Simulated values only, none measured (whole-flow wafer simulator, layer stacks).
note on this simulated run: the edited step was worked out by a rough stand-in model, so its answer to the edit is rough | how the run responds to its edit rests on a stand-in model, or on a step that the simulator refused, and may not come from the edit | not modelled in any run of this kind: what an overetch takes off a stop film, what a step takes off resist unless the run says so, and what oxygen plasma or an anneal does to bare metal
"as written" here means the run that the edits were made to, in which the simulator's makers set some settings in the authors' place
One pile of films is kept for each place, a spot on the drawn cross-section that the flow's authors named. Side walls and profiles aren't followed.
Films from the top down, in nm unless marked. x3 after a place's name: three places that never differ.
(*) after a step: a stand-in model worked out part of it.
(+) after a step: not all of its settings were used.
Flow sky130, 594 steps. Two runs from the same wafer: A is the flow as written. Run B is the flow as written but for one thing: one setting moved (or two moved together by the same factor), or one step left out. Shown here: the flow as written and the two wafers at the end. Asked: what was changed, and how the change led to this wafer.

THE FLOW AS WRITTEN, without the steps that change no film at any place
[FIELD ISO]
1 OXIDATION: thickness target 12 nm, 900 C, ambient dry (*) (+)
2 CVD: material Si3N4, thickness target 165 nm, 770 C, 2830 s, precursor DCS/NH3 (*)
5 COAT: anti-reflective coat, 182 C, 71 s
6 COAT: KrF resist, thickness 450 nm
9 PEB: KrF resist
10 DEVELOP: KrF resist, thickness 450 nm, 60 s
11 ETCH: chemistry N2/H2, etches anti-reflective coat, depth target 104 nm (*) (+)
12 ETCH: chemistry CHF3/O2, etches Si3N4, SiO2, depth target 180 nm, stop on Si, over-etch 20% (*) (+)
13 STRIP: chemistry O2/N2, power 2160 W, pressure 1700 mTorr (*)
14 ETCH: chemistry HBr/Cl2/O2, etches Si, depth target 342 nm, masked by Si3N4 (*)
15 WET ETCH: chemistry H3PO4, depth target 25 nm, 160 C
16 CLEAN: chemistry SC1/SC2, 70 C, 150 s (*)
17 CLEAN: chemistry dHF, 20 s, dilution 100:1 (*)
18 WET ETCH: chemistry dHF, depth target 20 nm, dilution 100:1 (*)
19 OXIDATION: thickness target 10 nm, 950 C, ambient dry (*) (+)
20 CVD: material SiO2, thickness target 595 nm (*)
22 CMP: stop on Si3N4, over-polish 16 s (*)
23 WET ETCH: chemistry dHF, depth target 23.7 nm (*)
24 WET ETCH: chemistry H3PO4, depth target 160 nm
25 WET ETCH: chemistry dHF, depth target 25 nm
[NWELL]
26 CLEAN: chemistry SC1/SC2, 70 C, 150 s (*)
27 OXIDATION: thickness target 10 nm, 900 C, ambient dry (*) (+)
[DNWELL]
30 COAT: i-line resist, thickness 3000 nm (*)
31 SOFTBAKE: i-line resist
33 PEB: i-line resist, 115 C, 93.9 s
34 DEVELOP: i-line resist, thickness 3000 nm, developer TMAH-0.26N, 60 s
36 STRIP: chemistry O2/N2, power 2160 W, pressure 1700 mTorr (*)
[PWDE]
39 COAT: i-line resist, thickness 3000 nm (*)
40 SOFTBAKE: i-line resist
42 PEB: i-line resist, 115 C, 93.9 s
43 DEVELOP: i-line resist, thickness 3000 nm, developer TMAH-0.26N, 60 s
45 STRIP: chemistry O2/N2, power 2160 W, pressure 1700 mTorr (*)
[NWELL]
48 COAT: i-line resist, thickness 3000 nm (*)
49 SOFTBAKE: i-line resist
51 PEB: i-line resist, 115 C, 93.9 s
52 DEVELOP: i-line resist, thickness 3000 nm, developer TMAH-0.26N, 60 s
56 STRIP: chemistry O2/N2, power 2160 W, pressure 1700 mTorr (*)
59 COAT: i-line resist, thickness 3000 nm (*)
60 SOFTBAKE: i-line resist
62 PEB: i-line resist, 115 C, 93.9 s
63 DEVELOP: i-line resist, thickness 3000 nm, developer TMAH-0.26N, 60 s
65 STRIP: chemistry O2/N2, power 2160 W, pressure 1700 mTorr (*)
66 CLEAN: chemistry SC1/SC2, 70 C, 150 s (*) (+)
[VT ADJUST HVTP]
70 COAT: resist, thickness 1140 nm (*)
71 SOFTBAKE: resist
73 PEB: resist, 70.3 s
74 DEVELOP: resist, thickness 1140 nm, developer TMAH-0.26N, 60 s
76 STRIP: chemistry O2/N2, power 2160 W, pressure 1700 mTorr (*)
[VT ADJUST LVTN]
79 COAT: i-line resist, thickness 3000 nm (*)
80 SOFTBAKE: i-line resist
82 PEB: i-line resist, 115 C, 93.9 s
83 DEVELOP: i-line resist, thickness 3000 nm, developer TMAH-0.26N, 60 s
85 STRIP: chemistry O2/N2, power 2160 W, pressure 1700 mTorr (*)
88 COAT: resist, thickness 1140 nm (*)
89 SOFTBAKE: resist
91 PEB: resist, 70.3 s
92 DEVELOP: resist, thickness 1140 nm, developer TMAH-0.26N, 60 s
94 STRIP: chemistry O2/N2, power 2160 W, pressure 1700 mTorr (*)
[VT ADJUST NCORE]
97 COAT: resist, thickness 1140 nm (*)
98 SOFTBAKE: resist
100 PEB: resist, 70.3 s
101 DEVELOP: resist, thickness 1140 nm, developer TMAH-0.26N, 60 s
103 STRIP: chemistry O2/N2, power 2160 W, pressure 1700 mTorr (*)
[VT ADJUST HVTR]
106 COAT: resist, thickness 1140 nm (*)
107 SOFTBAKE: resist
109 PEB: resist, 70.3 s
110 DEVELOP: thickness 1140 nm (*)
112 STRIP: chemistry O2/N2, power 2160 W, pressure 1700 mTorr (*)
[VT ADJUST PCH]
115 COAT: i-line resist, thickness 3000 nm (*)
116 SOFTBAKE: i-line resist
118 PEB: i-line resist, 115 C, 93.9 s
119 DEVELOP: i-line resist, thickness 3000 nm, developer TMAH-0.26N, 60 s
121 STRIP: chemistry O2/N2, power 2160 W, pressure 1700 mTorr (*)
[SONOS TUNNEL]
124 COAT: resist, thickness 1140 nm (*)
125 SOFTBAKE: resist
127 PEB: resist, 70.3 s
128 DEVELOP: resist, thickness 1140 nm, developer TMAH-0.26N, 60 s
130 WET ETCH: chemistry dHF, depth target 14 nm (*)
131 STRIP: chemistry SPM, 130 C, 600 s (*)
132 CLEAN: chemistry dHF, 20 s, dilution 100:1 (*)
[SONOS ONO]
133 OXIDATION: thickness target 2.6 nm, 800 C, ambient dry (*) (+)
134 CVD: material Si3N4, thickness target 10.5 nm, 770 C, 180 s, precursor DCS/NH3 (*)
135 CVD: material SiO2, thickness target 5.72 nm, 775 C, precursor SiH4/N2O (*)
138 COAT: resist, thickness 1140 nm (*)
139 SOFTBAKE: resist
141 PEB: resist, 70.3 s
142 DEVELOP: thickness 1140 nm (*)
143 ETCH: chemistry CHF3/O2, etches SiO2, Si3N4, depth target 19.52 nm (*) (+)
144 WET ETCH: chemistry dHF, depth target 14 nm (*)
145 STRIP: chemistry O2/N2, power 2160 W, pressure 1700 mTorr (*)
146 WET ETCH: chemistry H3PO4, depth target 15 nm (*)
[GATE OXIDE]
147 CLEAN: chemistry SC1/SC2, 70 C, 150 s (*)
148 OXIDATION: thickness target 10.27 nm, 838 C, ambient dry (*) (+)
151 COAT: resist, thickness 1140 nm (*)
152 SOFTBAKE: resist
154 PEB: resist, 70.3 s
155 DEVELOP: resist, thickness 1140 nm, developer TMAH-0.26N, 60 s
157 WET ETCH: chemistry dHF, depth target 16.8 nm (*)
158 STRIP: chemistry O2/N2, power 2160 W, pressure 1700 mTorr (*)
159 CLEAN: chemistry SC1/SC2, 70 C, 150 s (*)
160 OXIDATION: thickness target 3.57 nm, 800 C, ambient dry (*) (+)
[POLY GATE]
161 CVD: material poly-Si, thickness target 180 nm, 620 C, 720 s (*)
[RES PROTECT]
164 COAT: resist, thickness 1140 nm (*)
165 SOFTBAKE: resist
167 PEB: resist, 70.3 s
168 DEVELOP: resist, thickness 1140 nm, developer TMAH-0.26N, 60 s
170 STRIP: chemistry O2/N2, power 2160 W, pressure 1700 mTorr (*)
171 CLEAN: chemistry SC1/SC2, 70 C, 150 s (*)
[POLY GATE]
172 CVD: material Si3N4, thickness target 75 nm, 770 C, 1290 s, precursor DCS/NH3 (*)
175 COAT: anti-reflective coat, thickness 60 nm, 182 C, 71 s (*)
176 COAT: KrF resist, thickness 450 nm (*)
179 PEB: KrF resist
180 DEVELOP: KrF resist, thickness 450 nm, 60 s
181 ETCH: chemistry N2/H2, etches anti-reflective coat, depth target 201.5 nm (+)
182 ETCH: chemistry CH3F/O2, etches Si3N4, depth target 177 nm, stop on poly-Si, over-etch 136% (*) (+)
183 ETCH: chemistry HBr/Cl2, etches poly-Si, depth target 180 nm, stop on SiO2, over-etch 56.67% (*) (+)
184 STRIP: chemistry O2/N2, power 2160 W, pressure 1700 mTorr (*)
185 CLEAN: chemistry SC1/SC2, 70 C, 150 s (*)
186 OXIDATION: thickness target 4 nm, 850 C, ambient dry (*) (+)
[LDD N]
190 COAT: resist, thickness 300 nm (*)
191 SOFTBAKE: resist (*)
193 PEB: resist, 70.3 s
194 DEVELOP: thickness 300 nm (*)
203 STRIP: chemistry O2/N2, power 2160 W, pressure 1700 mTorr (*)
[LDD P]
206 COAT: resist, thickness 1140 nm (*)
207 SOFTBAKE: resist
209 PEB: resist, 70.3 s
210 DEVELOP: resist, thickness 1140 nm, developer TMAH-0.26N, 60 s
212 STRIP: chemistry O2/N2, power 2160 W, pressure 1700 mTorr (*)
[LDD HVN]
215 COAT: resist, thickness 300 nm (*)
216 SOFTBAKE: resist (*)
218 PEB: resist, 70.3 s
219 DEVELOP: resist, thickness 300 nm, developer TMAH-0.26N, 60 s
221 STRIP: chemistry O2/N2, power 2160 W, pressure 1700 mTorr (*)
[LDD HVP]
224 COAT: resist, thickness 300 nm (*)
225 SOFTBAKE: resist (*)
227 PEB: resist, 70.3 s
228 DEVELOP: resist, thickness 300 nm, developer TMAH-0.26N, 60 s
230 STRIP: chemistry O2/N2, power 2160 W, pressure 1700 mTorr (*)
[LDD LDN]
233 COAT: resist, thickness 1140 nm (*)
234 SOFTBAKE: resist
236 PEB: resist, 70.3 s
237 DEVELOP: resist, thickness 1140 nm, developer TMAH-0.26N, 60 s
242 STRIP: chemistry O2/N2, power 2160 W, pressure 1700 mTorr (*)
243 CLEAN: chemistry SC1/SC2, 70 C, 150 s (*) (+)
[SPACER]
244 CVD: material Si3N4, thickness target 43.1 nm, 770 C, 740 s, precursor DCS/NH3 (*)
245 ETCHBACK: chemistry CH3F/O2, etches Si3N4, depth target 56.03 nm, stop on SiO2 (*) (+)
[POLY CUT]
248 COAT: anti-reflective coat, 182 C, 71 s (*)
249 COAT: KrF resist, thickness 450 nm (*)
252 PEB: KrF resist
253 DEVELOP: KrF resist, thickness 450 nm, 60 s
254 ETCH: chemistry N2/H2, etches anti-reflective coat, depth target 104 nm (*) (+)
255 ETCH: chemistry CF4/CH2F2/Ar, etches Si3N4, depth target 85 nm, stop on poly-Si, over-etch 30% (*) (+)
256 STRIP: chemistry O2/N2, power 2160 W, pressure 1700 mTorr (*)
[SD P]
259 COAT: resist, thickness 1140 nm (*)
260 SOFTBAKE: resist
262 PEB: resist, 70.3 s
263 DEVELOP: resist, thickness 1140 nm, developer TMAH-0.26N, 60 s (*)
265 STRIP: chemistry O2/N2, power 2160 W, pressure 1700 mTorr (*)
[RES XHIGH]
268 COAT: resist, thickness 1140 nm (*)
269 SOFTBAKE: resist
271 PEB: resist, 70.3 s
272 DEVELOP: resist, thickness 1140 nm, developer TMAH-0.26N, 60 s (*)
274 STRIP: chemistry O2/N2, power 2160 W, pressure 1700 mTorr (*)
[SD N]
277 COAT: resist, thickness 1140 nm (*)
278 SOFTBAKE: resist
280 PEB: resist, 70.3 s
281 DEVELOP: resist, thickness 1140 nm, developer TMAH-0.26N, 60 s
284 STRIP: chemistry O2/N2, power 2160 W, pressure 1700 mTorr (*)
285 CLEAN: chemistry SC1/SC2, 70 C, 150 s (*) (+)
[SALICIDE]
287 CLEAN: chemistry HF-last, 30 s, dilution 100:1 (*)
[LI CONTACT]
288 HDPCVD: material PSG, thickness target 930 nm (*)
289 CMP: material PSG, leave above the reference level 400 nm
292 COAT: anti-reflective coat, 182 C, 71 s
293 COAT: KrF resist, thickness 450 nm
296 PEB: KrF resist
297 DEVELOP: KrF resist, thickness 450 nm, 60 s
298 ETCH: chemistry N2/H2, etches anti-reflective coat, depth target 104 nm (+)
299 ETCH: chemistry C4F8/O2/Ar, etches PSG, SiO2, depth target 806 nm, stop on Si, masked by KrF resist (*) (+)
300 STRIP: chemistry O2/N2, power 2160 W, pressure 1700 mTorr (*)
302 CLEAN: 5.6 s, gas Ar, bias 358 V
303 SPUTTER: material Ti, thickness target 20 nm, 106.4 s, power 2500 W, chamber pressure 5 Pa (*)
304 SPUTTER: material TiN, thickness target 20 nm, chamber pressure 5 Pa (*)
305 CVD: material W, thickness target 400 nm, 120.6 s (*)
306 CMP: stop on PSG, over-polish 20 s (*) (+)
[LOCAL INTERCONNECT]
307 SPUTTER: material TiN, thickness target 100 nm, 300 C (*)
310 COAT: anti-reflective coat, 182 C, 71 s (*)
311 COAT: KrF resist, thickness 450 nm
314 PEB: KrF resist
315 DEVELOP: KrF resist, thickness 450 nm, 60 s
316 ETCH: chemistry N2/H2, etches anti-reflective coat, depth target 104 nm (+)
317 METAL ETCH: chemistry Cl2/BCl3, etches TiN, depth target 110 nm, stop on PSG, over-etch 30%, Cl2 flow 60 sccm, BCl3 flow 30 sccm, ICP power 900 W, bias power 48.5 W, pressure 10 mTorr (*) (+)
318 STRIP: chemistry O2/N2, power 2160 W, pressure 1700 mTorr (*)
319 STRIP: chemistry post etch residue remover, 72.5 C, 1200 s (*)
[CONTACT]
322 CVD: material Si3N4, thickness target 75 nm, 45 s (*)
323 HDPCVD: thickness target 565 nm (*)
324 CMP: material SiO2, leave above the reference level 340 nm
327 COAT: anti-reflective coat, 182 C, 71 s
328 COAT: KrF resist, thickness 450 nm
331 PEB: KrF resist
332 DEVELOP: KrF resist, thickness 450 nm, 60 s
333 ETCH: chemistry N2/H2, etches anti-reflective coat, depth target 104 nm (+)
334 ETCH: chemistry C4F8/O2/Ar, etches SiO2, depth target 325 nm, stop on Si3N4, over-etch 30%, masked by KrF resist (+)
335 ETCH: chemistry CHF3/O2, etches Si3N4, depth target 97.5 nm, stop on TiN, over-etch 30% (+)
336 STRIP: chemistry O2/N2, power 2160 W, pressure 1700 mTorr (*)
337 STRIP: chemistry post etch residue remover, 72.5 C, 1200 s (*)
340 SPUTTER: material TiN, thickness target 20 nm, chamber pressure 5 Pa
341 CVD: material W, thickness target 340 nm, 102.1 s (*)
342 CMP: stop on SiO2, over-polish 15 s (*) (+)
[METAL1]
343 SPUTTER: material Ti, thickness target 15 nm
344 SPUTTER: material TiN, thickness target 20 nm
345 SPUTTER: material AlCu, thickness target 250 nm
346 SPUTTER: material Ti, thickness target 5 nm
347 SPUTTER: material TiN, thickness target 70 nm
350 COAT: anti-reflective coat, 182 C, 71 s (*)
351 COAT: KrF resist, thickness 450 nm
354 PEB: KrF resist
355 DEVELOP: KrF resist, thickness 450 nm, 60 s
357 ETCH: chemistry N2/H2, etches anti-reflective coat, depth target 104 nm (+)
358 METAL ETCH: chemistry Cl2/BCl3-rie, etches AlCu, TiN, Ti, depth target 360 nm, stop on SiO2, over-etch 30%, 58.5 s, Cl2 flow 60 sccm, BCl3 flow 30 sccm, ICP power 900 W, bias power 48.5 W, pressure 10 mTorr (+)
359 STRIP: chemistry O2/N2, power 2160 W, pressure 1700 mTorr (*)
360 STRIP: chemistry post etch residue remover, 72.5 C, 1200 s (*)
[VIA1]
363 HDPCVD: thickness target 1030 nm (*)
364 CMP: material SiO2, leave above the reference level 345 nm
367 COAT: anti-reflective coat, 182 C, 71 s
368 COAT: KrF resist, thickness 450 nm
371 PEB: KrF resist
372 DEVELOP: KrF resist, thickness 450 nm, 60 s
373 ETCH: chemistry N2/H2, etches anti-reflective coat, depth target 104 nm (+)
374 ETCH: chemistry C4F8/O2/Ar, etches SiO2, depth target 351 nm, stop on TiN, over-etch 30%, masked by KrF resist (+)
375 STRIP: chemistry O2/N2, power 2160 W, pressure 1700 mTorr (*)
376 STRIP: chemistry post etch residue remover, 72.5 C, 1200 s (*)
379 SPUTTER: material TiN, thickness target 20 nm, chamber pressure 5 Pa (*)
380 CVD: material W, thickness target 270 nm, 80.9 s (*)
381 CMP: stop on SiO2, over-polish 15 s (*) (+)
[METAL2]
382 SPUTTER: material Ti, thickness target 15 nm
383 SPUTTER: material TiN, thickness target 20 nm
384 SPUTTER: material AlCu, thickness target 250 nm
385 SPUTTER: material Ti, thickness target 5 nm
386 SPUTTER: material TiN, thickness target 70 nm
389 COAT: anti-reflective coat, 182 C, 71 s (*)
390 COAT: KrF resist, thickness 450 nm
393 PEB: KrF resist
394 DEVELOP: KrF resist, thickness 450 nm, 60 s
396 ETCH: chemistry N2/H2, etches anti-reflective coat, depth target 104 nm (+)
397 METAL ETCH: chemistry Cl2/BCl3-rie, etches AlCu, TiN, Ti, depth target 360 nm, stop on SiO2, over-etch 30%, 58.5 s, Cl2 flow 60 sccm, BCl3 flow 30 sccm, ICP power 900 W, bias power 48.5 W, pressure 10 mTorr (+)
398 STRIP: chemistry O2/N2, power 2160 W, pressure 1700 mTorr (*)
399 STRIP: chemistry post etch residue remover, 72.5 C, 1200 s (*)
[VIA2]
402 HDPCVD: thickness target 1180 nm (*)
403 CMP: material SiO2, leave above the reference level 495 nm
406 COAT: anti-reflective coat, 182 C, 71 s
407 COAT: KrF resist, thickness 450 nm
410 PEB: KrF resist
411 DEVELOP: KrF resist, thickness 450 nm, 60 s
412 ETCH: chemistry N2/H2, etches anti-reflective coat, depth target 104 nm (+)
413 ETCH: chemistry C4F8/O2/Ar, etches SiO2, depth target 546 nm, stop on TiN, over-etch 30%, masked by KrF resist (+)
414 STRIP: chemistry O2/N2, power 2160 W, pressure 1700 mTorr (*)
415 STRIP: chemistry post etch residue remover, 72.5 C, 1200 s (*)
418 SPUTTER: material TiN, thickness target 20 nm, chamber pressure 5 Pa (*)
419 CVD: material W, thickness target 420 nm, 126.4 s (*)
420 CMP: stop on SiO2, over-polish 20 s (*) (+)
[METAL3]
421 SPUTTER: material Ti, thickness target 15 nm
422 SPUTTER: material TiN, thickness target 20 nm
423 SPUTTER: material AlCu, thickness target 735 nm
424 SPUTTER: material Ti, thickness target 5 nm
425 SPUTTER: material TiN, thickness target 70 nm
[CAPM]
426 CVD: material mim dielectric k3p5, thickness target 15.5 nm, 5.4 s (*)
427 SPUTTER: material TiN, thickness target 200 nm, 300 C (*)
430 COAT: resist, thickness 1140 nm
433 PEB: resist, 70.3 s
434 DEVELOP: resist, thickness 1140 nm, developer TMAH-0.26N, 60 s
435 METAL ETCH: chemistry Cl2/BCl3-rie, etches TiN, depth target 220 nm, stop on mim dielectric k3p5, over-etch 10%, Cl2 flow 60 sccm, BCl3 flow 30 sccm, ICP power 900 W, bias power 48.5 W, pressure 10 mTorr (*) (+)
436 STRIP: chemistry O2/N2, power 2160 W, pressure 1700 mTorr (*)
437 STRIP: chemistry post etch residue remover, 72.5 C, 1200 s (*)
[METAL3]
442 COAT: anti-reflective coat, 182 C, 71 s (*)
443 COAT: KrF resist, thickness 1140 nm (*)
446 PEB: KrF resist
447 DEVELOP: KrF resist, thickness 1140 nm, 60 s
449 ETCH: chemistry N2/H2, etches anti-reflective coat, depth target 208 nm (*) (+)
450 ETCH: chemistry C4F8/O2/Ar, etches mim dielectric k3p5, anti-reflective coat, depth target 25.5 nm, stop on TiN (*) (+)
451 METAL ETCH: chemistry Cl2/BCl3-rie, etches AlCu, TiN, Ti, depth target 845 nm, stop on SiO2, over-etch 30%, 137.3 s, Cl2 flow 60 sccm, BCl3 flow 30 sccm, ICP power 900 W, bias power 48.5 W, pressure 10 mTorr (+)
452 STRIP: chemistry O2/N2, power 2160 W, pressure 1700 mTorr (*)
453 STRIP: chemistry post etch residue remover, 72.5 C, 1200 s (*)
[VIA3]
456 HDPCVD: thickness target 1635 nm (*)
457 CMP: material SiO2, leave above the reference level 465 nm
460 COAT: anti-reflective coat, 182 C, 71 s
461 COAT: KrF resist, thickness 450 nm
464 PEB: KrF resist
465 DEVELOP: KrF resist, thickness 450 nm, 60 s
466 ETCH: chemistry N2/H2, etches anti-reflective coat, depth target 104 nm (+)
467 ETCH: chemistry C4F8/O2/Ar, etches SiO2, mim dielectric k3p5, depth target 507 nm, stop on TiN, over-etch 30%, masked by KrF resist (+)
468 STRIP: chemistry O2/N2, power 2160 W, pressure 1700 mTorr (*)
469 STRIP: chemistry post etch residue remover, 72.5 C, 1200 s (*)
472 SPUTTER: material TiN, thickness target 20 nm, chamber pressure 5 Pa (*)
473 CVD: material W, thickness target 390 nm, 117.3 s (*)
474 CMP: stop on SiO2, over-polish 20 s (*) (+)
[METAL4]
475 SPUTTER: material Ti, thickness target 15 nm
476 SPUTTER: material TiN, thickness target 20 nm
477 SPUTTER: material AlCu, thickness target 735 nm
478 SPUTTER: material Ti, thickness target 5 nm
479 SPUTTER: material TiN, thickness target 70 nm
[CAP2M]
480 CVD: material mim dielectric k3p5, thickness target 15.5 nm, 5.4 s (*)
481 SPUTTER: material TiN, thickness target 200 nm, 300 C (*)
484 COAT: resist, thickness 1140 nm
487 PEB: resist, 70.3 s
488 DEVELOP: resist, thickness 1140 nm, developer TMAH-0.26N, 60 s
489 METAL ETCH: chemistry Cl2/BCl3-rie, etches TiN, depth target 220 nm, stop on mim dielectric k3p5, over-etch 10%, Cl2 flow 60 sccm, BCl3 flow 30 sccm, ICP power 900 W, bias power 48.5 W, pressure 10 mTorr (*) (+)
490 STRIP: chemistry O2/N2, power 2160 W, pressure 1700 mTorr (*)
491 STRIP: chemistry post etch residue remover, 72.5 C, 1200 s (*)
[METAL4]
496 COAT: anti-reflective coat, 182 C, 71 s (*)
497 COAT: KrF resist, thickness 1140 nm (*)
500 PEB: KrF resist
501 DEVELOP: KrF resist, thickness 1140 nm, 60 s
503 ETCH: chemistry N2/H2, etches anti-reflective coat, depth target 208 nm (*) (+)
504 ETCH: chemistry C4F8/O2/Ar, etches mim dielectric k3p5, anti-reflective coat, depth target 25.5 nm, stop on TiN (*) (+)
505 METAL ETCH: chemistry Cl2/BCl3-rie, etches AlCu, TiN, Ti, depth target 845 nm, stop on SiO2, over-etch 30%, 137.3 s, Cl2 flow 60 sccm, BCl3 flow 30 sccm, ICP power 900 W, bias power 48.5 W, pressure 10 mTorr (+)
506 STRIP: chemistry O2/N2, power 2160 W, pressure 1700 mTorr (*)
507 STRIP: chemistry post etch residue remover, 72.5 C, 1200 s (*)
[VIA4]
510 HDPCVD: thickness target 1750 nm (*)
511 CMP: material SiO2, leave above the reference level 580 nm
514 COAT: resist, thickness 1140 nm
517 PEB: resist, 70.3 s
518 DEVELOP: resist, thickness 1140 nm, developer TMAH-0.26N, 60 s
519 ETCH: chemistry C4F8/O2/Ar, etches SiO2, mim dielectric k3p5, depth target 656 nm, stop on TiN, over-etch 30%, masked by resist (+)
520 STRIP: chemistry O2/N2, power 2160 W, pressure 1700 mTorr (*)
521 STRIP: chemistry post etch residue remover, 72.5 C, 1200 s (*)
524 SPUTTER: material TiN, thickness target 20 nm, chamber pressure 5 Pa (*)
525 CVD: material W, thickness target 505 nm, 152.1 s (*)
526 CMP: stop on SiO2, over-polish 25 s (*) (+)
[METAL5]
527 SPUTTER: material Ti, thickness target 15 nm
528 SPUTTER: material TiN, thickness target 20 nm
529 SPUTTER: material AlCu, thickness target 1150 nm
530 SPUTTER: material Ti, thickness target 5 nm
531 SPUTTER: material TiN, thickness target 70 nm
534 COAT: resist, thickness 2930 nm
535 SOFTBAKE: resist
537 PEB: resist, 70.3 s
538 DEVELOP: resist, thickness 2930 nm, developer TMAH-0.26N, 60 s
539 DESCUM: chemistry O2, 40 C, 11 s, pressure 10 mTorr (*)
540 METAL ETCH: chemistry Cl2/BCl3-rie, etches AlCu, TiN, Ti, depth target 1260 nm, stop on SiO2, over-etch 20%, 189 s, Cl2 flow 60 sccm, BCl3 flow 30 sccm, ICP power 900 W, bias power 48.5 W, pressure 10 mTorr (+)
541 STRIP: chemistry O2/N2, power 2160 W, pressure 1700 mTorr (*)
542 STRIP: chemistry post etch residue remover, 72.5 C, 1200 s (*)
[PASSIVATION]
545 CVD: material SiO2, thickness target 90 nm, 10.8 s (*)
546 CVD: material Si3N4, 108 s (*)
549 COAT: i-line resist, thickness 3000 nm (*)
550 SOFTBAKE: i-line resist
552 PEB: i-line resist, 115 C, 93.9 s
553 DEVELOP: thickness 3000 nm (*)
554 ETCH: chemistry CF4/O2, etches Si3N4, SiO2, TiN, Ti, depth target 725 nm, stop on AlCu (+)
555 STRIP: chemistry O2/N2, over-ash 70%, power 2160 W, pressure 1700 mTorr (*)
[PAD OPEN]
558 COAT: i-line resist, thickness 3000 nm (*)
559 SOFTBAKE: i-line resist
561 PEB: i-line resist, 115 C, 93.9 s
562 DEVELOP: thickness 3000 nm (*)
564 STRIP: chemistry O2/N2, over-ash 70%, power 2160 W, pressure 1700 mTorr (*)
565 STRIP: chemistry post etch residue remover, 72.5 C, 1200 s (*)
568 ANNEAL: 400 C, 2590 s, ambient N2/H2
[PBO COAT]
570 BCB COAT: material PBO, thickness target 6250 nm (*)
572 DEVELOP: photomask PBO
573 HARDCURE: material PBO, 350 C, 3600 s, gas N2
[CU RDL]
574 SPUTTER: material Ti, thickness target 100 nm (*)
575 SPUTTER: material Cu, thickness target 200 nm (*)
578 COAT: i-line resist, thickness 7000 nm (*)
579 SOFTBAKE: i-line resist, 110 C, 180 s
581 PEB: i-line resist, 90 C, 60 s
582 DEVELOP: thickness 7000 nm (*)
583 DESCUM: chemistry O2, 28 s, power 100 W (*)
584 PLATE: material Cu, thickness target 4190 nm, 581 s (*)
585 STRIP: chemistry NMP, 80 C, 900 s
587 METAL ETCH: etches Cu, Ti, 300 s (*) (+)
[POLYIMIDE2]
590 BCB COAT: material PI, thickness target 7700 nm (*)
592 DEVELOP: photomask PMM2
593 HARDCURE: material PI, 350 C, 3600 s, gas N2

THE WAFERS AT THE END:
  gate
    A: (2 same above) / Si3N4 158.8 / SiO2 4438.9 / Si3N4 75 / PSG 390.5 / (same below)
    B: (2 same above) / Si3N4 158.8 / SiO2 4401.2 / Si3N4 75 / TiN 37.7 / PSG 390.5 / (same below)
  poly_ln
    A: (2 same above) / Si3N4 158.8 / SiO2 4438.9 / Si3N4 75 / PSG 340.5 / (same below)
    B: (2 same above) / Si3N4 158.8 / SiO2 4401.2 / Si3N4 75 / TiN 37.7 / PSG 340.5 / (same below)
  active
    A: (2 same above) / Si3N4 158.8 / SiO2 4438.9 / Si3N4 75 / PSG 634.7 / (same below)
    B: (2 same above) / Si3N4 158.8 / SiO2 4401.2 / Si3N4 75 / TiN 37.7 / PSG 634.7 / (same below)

The cause: step 317, METAL ETCH: depth target 60.5 nm was run, where the flow has depth target 110 nm.

How the change led to this, step by step:
  317 METAL ETCH: chemistry Cl2/BCl3, etches TiN, depth target 110 nm, stop on PSG, over-etch 30%, Cl2 flow 60 sccm, BCl3 flow 30 sccm, ICP power 900 W, bias power 48.5 W, pressure 10 mTorr (*) (+)
      field, active, gate and 88 more: A TiN -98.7 (all of it) | B TiN -60.5
      n_well, p_well, gate_hv and 97 more: A KrF resist -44 | B KrF resist -24.2
  318 STRIP: chemistry O2/N2, power 2160 W, pressure 1700 mTorr (*)
      n_well, p_well, gate_hv and 93 more: A KrF resist -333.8 (all of it), anti-reflective coat -80 (all of it) | B KrF resist -353.6 (all of it), anti-reflective coat -80 (all of it)
      poly_licon, ndiff_licon, ndiff_licon_cpp, rpo_hd_licon: A KrF resist -333.9 (all of it), anti-reflective coat -80.5 (all of it) | B KrF resist -353.7 (all of it), anti-reflective coat -80.5 (all of it)
  324 CMP: material SiO2, leave above the reference level 340 nm
      field, active, gate and 88 more: A SiO2 -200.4 | B SiO2 -238.2
Counting metal films that touch as one body, gate has 1 body; the flow as written gives 0 bodies.
Counting metal films that touch as one body, poly_ln has 1 body; the flow as written gives 0 bodies.
Counting metal films that touch as one body, active has 1 body; the flow as written gives 0 bodies.
